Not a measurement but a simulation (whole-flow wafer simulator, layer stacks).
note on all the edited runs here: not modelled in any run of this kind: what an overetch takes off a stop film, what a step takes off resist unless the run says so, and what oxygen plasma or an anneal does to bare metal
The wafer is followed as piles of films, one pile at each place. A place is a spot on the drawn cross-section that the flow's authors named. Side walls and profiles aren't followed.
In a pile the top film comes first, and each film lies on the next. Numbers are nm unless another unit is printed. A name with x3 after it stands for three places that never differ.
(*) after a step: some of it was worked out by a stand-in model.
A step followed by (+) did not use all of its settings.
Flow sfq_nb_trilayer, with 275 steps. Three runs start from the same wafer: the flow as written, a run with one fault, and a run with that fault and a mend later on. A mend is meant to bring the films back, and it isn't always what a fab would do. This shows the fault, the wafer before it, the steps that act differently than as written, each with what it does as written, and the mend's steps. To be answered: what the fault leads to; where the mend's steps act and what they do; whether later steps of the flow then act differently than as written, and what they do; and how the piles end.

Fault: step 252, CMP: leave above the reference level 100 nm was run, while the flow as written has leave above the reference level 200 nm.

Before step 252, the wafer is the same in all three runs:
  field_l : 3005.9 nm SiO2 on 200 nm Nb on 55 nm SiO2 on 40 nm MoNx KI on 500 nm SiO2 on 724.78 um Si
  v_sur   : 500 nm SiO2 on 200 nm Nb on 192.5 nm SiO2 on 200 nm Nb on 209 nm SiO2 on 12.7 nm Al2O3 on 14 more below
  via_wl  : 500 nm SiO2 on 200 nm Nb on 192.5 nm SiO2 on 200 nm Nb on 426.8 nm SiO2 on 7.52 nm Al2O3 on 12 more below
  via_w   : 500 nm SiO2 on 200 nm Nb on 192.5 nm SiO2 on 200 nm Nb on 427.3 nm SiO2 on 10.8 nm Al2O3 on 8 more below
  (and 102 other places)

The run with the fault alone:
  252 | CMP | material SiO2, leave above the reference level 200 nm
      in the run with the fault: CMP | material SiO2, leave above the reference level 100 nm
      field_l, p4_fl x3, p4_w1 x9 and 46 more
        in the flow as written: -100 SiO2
        in the run with the fault: -200 SiO2
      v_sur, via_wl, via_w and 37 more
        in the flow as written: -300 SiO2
        in the run with the fault: -400 SiO2
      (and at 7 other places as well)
  Steps further on in the flow that do not act as written (2 other steps are not shown; they differ only slightly, by no more than 2% or 0.5 nm, whichever is larger):
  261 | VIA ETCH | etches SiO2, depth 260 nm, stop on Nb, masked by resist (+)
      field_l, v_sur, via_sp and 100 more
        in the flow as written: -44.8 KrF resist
        in the run with the fault: -25.8 KrF resist
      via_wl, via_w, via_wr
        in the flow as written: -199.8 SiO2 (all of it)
        in the run with the fault: -99.8 SiO2 (all of it)
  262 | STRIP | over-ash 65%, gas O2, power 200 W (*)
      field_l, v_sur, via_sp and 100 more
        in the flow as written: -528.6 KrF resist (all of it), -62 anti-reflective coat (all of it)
        in the run with the fault: -547.6 KrF resist (all of it), -62 anti-reflective coat (all of it)
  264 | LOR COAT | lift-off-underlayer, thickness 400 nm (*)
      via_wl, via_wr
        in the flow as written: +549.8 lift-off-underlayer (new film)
        in the run with the fault: +474.9 lift-off-underlayer (new film)
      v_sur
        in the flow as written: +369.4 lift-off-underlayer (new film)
        in the run with the fault: +384.7 lift-off-underlayer (new film)
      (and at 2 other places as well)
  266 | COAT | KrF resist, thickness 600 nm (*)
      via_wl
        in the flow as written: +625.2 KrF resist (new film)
        in the run with the fault: +612.6 KrF resist (new film)
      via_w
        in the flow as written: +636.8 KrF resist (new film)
        in the run with the fault: +618.4 KrF resist (new film)
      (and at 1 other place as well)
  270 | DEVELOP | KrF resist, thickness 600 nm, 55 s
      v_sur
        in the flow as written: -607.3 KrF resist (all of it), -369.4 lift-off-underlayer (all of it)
        in the run with the fault: -603 KrF resist (all of it), -384.7 lift-off-underlayer (all of it)
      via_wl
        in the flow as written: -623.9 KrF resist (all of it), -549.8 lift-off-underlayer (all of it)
        in the run with the fault: -611.3 KrF resist (all of it), -474.9 lift-off-underlayer (all of it)
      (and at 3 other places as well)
  At field_l, v_sur, via_sp and 100 more, the piles at the end differ from the flow's by more than 2% or 0.5 nm, whichever is larger.
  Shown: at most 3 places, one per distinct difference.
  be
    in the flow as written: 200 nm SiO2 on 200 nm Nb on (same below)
    in the run with the fault: 100 nm SiO2 on 200 nm Nb on (same below)
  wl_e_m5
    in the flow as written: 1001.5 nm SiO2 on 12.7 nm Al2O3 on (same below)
    in the run with the fault: 901.5 nm SiO2 on 12.7 nm Al2O3 on (same below)
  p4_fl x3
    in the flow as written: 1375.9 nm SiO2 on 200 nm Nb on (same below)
    in the run with the fault: 1275.9 nm SiO2 on 200 nm Nb on (same below)

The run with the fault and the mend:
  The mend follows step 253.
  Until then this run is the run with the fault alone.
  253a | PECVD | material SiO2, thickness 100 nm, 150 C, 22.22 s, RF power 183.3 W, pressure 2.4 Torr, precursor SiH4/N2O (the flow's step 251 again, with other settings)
      field_l, v_sur, via_wl and 103 more
        +100 SiO2
  None of the later steps of the flow acts differently than as written at any place that is followed.
  By the end, the piles equal the flow's at every place that both follow.
